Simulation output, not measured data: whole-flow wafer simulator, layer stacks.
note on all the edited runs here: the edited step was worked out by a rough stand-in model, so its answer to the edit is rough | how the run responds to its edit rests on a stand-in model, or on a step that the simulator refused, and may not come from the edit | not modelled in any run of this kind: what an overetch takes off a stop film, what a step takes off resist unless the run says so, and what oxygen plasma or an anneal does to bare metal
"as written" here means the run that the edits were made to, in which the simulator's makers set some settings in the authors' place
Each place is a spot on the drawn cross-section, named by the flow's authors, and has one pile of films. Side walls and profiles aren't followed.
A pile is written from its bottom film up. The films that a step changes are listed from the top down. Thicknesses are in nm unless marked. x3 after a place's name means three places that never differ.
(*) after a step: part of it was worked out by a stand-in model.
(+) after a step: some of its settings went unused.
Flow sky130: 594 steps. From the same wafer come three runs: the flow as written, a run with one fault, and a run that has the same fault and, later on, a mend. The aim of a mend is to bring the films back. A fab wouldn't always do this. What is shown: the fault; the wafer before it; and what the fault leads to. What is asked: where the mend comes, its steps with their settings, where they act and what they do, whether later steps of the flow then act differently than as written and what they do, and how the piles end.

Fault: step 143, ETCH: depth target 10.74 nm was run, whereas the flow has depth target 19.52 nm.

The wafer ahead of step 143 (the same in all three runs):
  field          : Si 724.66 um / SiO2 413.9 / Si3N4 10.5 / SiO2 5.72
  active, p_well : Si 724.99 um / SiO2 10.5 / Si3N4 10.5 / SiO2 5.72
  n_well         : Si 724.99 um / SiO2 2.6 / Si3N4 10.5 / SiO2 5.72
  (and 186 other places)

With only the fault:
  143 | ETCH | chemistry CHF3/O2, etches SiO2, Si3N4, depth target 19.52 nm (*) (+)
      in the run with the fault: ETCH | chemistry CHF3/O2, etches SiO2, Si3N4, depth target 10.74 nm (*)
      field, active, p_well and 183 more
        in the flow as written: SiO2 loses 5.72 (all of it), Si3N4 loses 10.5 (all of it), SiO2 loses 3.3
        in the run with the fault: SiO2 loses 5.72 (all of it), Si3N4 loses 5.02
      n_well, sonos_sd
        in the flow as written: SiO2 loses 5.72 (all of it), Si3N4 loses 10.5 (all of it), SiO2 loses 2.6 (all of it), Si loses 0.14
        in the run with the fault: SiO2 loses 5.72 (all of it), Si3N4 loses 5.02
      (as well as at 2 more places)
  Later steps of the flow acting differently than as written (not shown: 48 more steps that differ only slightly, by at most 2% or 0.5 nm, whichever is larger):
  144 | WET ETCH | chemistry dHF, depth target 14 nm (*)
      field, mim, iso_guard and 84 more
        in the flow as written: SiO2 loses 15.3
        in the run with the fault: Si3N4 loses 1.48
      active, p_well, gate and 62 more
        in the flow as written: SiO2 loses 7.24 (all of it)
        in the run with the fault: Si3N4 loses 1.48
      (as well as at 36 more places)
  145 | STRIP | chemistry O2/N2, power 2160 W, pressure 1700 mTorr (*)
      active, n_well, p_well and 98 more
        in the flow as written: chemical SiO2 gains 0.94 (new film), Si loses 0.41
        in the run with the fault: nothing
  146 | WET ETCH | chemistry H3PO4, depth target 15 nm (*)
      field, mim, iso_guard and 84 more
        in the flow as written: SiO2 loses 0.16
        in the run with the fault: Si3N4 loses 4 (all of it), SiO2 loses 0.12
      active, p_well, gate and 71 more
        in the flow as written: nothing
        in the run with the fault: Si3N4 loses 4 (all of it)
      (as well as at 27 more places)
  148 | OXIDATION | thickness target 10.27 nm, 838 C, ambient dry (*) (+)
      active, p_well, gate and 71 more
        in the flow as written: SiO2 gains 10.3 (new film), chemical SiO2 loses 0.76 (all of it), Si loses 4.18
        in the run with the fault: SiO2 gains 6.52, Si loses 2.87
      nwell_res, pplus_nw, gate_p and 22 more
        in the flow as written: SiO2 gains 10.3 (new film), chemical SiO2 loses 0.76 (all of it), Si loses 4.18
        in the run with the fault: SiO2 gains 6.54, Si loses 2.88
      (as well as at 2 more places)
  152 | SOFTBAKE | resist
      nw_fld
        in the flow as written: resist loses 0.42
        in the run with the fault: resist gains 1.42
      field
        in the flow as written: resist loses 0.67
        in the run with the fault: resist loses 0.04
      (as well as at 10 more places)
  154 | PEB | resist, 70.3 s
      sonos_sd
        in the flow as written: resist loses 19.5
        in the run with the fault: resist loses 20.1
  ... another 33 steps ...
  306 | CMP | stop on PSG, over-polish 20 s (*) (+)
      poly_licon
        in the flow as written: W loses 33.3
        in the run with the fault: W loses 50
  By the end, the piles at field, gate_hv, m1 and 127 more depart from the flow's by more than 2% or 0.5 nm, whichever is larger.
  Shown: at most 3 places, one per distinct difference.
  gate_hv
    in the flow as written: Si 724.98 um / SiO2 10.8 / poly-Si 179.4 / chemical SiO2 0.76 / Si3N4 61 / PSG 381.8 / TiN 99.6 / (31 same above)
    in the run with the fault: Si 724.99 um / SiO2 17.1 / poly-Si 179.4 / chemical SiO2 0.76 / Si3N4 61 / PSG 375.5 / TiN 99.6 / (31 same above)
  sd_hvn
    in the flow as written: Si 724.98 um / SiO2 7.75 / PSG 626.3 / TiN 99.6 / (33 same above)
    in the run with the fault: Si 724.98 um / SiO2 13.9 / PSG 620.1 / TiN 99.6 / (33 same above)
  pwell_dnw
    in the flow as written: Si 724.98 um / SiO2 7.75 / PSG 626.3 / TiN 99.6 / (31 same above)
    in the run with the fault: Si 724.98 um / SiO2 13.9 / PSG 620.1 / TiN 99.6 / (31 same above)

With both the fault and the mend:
  After step 143 comes the mend.
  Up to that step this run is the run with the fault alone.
  143a | ETCH | chemistry CHF3/O2, etches SiO2, Si3N4, depth target 8.784 nm (*) (+) (a further turn of the flow's step 143, with different settings)
      field, active, p_well and 183 more
        Si3N4 loses 5.48 (all of it), SiO2 loses 3.3
      n_well, sonos_sd
        Si3N4 loses 5.48 (all of it), SiO2 loses 2.6 (all of it), Si loses 0.14
      sonos_cell, sonos_cell_x
        resist loses 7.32
  Every later step of the flow that is run acts as written, at every place that is followed, to within 2% or 0.5 nm, whichever is larger.
  By the end, the piles equal the flow's at every place that both follow.
